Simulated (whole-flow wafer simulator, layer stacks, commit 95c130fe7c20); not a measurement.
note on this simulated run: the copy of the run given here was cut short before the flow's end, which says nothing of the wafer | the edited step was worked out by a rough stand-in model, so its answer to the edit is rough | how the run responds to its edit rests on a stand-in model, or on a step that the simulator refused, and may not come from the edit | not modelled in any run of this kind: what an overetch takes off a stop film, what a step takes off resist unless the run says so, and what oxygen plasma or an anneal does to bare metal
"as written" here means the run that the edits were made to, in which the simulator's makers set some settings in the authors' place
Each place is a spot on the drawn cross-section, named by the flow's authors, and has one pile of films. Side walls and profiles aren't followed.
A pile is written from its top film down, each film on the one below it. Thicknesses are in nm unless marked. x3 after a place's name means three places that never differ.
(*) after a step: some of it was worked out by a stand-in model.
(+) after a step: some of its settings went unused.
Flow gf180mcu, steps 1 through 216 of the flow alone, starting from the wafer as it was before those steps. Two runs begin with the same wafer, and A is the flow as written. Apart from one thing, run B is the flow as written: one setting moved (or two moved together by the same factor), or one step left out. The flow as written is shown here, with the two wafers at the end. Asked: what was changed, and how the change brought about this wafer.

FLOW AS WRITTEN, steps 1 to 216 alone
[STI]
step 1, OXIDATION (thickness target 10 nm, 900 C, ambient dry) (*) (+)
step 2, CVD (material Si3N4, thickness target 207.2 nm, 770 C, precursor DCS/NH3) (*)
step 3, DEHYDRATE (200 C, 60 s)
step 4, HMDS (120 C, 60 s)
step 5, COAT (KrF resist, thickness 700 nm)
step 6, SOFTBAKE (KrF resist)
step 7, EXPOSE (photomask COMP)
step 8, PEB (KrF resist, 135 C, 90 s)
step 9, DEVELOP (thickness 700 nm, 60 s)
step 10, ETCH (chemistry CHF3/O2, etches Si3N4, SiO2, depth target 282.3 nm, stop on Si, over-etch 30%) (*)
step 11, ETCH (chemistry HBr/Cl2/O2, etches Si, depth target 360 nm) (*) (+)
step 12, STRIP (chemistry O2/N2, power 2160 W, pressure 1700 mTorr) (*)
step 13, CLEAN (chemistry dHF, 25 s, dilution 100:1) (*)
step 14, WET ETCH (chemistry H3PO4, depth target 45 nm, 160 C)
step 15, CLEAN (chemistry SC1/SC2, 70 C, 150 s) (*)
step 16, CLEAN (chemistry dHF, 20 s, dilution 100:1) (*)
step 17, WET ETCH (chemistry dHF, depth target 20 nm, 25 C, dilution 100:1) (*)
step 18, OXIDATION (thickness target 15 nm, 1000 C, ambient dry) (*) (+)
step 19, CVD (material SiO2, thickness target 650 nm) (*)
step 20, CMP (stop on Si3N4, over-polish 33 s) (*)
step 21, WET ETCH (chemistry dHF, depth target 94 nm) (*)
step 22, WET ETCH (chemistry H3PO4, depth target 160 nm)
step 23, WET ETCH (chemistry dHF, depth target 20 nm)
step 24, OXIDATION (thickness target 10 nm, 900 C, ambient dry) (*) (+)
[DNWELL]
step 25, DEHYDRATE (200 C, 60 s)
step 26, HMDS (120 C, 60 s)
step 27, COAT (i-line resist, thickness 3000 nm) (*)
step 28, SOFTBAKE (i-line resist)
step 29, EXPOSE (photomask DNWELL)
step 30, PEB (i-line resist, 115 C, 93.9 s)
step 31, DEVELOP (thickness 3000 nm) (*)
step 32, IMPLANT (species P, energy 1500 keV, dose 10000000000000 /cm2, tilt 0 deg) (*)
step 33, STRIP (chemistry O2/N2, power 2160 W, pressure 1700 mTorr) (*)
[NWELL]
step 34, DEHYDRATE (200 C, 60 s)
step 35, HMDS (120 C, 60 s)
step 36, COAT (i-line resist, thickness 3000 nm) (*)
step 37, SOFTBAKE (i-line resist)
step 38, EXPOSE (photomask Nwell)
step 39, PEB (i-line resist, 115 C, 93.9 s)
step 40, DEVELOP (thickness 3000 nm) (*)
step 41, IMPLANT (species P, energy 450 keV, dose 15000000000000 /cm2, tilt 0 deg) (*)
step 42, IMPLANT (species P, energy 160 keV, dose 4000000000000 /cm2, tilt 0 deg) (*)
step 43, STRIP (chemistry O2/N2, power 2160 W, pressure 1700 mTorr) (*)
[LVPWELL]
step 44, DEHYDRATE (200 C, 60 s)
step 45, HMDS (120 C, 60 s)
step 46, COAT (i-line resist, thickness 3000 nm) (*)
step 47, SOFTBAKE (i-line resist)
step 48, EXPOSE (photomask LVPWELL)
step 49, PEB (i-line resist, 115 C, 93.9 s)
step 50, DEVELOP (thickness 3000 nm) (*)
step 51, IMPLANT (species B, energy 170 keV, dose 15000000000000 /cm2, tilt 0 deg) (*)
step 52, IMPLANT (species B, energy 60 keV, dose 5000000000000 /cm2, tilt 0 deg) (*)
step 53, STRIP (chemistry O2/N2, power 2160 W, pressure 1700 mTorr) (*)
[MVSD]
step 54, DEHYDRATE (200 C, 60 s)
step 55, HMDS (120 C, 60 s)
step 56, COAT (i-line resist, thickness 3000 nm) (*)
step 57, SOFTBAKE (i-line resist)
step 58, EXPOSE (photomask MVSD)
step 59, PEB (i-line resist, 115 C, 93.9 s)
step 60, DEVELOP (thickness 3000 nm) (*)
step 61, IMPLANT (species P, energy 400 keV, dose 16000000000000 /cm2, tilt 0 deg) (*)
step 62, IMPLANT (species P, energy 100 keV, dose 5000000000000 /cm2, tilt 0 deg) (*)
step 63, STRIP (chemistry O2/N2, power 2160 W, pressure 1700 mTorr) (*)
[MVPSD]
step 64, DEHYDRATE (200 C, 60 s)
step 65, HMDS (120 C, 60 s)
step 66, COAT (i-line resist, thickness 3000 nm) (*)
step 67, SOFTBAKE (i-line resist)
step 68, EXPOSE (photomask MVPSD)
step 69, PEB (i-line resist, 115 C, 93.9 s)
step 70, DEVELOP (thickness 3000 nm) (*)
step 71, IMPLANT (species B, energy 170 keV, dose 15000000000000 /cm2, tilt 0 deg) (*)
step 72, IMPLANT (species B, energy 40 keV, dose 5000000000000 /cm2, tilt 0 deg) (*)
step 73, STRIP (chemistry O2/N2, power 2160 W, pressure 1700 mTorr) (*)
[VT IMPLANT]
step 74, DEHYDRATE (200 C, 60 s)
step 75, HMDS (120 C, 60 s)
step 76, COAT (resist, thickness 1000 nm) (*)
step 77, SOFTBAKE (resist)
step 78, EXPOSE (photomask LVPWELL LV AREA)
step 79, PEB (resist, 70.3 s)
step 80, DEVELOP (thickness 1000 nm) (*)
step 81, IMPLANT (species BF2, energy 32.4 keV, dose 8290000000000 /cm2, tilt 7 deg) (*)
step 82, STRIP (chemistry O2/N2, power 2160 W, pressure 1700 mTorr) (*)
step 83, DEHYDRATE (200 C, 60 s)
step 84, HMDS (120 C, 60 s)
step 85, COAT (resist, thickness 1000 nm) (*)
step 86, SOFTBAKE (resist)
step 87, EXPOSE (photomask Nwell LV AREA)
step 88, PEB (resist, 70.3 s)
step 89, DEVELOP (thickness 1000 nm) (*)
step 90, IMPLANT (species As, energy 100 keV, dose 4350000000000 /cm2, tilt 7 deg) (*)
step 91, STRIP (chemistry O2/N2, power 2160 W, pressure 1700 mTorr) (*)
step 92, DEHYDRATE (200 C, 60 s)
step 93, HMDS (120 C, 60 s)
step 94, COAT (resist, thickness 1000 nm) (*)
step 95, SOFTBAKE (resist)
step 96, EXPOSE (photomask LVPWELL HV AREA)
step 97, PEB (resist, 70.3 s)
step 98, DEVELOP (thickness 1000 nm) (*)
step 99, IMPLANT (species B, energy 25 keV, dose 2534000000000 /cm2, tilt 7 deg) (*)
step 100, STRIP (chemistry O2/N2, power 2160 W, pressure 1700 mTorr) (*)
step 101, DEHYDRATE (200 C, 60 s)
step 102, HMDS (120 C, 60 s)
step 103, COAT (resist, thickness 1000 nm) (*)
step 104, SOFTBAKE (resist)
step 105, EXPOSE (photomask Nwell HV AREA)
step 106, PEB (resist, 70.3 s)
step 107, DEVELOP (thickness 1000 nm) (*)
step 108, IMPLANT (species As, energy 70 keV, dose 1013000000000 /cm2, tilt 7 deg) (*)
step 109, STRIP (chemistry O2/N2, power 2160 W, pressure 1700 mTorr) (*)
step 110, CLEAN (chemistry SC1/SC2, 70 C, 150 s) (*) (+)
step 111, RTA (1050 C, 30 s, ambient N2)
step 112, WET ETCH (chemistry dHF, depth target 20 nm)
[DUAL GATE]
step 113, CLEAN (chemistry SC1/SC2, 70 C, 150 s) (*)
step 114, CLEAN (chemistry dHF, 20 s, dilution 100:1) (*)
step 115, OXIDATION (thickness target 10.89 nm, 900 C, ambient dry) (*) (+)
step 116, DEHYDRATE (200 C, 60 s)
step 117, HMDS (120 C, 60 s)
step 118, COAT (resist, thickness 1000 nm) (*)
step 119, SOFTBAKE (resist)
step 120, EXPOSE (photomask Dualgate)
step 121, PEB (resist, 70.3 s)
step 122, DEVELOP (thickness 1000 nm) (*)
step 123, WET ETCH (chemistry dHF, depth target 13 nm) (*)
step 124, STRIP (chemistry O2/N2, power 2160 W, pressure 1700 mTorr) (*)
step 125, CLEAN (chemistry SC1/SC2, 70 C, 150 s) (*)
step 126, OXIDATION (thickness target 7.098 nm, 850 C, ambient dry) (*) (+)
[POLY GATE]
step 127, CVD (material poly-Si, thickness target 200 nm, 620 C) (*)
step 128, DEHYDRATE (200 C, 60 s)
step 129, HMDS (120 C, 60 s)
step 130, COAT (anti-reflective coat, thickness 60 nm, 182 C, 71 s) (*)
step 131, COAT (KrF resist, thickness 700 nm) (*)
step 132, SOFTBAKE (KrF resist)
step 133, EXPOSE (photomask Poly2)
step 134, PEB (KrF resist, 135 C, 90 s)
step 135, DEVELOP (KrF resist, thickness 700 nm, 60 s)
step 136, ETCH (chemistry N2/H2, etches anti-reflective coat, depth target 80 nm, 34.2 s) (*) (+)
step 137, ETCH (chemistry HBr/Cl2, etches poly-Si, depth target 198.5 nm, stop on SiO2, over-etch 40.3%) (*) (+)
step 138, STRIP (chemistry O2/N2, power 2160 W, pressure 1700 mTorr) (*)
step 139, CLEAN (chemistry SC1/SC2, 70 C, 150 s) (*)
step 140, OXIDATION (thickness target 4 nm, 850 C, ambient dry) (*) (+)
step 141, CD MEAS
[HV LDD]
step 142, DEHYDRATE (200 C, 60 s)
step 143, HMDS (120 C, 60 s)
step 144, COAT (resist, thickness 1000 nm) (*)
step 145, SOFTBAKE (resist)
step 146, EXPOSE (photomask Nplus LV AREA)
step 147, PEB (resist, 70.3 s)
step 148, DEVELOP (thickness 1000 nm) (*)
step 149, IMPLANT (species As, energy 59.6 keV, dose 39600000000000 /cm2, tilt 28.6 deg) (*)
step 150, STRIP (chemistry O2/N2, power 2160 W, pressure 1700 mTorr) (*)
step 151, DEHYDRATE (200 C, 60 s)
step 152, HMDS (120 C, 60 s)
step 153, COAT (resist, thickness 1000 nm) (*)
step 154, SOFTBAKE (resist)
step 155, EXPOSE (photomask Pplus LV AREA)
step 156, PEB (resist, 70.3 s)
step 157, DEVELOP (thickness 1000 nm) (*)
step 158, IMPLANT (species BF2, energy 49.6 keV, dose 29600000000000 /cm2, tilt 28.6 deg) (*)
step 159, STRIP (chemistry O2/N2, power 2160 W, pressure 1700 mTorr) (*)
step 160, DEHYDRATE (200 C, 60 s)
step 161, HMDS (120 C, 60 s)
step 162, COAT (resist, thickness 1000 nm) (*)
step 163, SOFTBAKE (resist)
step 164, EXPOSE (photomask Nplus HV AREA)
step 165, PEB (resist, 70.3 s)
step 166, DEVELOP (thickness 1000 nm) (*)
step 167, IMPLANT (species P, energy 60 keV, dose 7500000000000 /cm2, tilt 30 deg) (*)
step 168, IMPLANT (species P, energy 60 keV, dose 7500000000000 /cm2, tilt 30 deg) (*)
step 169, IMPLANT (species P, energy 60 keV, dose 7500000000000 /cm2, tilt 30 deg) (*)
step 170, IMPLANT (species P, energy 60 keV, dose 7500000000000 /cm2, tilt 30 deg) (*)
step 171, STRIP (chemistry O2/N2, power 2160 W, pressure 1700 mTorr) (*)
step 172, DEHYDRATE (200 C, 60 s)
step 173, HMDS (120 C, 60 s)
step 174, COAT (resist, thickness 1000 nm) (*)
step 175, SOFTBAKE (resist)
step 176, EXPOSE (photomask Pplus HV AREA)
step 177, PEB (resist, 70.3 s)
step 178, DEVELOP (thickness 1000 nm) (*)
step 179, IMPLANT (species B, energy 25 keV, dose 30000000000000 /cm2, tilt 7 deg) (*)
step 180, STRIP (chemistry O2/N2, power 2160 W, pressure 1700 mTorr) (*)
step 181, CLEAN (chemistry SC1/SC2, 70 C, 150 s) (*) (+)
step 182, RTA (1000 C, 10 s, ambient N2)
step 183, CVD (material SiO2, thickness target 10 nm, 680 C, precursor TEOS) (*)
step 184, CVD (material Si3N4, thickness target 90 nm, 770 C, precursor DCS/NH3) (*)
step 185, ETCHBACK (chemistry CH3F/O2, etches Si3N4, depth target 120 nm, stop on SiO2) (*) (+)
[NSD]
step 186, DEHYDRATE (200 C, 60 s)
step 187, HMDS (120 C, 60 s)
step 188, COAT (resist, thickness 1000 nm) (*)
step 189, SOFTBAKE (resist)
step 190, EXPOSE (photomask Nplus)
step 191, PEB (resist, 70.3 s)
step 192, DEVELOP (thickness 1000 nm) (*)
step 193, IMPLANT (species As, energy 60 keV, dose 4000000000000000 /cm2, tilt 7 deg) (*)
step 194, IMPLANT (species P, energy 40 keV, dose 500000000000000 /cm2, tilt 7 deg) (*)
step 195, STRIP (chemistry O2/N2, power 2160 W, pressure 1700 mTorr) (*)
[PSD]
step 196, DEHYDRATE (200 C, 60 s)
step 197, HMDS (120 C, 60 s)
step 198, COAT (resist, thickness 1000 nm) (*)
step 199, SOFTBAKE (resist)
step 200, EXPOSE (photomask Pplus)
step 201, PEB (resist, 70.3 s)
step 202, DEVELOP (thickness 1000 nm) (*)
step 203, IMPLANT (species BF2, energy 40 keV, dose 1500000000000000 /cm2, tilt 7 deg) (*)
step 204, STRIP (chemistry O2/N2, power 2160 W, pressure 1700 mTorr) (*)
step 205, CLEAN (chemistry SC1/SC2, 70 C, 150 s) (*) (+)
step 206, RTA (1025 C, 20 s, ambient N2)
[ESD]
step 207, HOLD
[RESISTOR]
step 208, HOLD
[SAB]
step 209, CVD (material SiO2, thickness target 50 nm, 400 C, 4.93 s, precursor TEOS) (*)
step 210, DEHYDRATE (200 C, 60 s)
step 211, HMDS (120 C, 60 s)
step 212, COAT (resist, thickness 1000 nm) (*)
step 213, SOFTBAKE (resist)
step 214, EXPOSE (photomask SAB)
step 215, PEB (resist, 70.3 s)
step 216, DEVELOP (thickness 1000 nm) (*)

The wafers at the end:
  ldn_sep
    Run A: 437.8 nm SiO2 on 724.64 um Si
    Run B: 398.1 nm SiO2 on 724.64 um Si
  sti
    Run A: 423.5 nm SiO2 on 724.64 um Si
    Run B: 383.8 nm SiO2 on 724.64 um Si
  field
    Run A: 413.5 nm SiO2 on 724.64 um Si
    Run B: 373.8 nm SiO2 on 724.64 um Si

Cause: step 21, WET ETCH: depth target 134 nm was run, whereas the flow has depth target 94 nm.

How this came from the change, step by step:
  step 21, WET ETCH (chemistry dHF, depth target 94 nm) (*)
      active, n_well, p_well and 40 more: A -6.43 Si3N4 | B -9.13 Si3N4
      field, field_sub, sti and 34 more: A -94 SiO2 | B -134 SiO2
  step 28, SOFTBAKE (i-line resist)
      field: A +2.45 i-line resist | B -0.43 i-line resist
      field_sub: A +1.87 i-line resist | B -0.34 i-line resist
      (also at 61 further places)
  step 37, SOFTBAKE (i-line resist)
      field: A +2.45 i-line resist | B -0.43 i-line resist
      field_sub: A +1.87 i-line resist | B -0.34 i-line resist
      (also at 61 further places)
  step 47, SOFTBAKE (i-line resist)
      field: A +2.45 i-line resist | B -0.43 i-line resist
      field_sub: A +1.87 i-line resist | B -0.34 i-line resist
      (also at 61 further places)
  step 57, SOFTBAKE (i-line resist)
      field: A +2.45 i-line resist | B -0.43 i-line resist
      field_sub: A +1.87 i-line resist | B -0.34 i-line resist
      (also at 61 further places)
  step 67, SOFTBAKE (i-line resist)
      field: A +2.45 i-line resist | B -0.43 i-line resist
      field_sub: A +1.87 i-line resist | B -0.34 i-line resist
      (also at 61 further places)
  step 76, COAT (resist, thickness 1000 nm) (*)
      p_well, spacer, sd_n: A +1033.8 resist (new film) | B +994.9 resist (new film)
      field__w6: A +984.3 resist (new film) | B +1007.1 resist (new film)
      (also at 33 further places)
  step 77, SOFTBAKE (resist)
      ldn_fp, ldp_fp: A -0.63 resist | B nothing
      ldn_dft, ldp_dft: A -0.98 resist | B nothing
      (also at 47 further places)
  step 79, PEB (resist, 70.3 s)
      p_well, spacer, sd_n: A -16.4 resist | B -15.8 resist
  step 80, DEVELOP (thickness 1000 nm) (*)
      p_well, spacer, sd_n: A -1017.4 resist (all of it) | B -979.1 resist (all of it)
      active: A -1004 resist (all of it) | B -980.4 resist (all of it)
      (also at 4 further places)
  step 82, STRIP (chemistry O2/N2, power 2160 W, pressure 1700 mTorr) (*)
      ldn_acc, ldn_drn: A -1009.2 resist (all of it) | B -984.5 resist (all of it)
      field__w6: A -968.6 resist (all of it) | B -991.2 resist (all of it)
      (also at 28 further places)
  step 85, COAT (resist, thickness 1000 nm) (*)
      p_well, spacer, sd_n: A +1033.8 resist (new film) | B +994.9 resist (new film)
      field__w6: A +984.3 resist (new film) | B +1007.1 resist (new film)
      (also at 33 further places)
  step 86, SOFTBAKE (resist)
      ldn_fp, ldp_fp: A -0.63 resist | B nothing
      ldn_dft, ldp_dft: A -0.98 resist | B nothing
      (also at 47 further places)
  step 88, PEB (resist, 70.3 s)
      p_well, spacer, sd_n: A -16.4 resist | B -15.8 resist
  step 89, DEVELOP (thickness 1000 nm) (*)
      n_well: A -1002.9 resist (all of it) | B -981.2 resist (all of it)
      sd_p: A -1001.9 resist (all of it) | B -981.3 resist (all of it)
      (also at 4 further places)
  step 91, STRIP (chemistry O2/N2, power 2160 W, pressure 1700 mTorr) (*)
      p_well, spacer, sd_n: A -1017.4 resist (all of it) | B -979.1 resist (all of it)
      ldn_acc, ldn_drn: A -1009.2 resist (all of it) | B -984.5 resist (all of it)
      (also at 28 further places)
  ... 51 further steps ...
  step 216, DEVELOP (thickness 1000 nm) (*)
      p_well, sd_n: A -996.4 resist (all of it) | B -956.8 resist (all of it)
      field__w6: A -1026.2 resist (all of it) | B -1075.5 resist (all of it)
      (also at 32 further places)
